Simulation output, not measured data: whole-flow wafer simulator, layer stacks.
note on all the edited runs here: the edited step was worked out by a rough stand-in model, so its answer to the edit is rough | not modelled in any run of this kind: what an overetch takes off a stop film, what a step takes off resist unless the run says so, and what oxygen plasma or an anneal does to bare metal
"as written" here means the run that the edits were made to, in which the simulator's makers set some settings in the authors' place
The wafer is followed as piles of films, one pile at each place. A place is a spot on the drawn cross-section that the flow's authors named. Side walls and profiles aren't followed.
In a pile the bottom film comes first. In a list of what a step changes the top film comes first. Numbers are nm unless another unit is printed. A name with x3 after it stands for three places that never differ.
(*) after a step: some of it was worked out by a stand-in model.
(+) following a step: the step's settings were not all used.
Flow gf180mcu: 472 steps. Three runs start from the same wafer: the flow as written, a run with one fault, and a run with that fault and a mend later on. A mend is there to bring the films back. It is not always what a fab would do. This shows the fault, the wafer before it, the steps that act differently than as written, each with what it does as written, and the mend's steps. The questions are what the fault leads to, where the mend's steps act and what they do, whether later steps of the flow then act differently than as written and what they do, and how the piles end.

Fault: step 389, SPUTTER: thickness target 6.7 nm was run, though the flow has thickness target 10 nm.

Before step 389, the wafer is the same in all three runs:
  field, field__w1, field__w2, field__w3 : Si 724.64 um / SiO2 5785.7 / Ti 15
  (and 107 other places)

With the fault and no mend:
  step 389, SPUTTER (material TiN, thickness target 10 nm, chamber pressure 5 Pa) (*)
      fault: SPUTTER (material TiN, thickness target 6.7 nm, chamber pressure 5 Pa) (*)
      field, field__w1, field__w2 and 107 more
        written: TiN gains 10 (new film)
        fault: TiN gains 6.7 (new film)
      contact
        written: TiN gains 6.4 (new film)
        fault: TiN gains 4.29 (new film)
  Steps later in the flow that act otherwise than as written (1 more step, not shown, differs only slightly: by at most 2% or 0.5 nm, whichever is larger):
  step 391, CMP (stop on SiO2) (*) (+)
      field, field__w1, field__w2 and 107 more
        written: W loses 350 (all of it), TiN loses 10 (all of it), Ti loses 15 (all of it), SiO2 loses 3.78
        fault: W loses 350 (all of it), TiN loses 6.7 (all of it), Ti loses 15 (all of it), SiO2 loses 3.75
  The piles end different from the flow's at contact by more than 2% or 0.5 nm, whichever is larger.
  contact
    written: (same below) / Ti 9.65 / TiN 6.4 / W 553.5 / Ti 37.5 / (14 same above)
    fault: (same below) / Ti 9.65 / TiN 4.29 / W 555.6 / Ti 37.5 / (14 same above)

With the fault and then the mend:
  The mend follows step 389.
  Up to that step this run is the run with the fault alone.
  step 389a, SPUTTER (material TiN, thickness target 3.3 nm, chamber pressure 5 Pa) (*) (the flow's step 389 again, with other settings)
      field, field__w1, field__w2 and 107 more
        TiN gains 3.3
      contact
        TiN gains 2.11
  Later steps of the flow that are run all act as written at every place that is followed.
  At every place that both follow, the piles at the end match the flow's.
